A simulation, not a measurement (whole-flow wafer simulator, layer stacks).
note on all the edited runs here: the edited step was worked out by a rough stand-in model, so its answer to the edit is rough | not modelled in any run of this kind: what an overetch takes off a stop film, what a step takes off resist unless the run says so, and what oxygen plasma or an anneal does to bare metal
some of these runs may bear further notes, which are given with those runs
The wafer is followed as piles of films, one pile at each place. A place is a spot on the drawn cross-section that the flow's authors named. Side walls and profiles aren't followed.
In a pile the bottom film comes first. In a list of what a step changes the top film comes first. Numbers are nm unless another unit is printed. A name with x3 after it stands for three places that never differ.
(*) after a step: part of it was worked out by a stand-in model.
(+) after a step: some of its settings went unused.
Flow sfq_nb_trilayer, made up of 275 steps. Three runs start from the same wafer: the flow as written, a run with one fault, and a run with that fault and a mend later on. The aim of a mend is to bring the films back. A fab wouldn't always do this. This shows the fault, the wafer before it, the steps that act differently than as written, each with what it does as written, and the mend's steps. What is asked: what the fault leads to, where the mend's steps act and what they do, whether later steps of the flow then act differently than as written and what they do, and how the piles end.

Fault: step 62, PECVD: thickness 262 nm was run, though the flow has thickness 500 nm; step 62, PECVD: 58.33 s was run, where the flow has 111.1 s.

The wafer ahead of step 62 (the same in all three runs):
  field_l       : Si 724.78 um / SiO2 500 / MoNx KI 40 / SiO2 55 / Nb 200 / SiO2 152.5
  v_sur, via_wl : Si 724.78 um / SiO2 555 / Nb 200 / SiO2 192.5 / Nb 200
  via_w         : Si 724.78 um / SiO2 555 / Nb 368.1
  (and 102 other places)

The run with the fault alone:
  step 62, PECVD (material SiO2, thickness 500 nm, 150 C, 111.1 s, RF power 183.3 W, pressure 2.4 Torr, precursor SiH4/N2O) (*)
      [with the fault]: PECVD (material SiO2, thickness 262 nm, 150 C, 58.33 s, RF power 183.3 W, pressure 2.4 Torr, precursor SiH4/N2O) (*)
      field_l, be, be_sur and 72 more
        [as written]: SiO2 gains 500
        [with the fault]: SiO2 gains 262
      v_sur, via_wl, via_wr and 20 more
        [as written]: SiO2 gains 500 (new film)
        [with the fault]: SiO2 gains 262 (new film)
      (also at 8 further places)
  Steps further on in the flow that do not act as written (17 other steps are not shown; they differ only slightly, by no more than 2% or 0.5 nm, whichever is larger):
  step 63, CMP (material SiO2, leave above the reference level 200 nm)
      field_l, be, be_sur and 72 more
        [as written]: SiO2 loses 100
        [with the fault]: nothing
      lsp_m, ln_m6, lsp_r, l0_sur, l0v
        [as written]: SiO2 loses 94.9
        [with the fault]: nothing
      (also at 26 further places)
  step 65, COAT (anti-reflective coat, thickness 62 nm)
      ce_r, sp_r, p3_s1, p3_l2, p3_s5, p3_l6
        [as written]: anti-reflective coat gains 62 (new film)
        [with the fault]: anti-reflective coat gains 63.8 (new film)
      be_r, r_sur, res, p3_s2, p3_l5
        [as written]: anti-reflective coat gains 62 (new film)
        [with the fault]: anti-reflective coat gains 63.7 (new film)
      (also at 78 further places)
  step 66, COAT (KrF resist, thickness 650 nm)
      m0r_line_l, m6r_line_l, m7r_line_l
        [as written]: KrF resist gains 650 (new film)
        [with the fault]: KrF resist gains 677.6 (new film)
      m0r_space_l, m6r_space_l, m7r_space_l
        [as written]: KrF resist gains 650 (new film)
        [with the fault]: KrF resist gains 667 (new film)
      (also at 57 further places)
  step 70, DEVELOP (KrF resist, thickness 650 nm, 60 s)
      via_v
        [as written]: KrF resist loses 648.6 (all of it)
        [with the fault]: KrF resist loses 599.5 (all of it)
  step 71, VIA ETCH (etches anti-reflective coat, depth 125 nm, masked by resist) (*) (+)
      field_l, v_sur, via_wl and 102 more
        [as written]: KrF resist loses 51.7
        [with the fault]: KrF resist loses 42.7
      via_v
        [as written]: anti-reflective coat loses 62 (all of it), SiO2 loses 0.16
        [with the fault]: anti-reflective coat loses 51.2 (all of it), SiO2 loses 0.13
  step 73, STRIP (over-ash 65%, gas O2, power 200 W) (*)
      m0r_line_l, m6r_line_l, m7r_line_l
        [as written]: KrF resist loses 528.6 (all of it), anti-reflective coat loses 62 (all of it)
        [with the fault]: KrF resist loses 565.1 (all of it), anti-reflective coat loses 62.5 (all of it)
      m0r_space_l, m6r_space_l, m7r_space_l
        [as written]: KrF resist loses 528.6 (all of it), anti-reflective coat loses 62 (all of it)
        [with the fault]: KrF resist loses 554.5 (all of it), anti-reflective coat loses 79.6 (all of it)
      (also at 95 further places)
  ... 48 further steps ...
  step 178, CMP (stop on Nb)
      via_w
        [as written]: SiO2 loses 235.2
        [with the fault]: SiO2 loses 226.5
  The piles end different from the flow's at via_w, p4_w1, p4_w2 and 7 more by more than 2% or 0.5 nm, whichever is larger.
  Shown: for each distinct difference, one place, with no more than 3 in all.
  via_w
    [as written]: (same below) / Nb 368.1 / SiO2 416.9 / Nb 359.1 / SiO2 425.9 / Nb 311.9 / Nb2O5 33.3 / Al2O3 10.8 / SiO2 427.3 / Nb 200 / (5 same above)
    [with the fault]: (same below) / Nb 368.1 / SiO2 218.8 / Nb 165.7 / SiO2 164.7 / Nb 90.1 / SiO2 344 / Nb 161.3 / SiO2 189.6 / Nb 110.8 / Nb2O5 34.6 / Al2O3 10.1 / SiO2 495.5 / Nb 200 / (5 same above)
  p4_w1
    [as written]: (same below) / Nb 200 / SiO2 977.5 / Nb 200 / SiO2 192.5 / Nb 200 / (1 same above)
    [with the fault]: (same below) / Nb 200 / SiO2 939.5 / Nb 200 / SiO2 230.5 / Nb 200 / (1 same above)

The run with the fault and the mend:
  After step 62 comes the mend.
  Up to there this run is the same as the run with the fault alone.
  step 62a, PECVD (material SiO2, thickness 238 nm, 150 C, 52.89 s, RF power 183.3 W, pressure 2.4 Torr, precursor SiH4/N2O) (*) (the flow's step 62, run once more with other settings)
      field_l, v_sur, via_wl and 102 more
        SiO2 gains 238
      via_w
        SiO2 gains 212
  Steps further on in the flow that do not act as written:
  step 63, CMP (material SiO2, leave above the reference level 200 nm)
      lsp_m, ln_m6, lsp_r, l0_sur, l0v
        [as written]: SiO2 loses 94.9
        [with the mend]: SiO2 loses 100
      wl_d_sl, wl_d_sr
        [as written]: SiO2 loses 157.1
        [with the mend]: SiO2 loses 100
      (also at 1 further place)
  At every place that both follow, the piles at the end match the flow's.
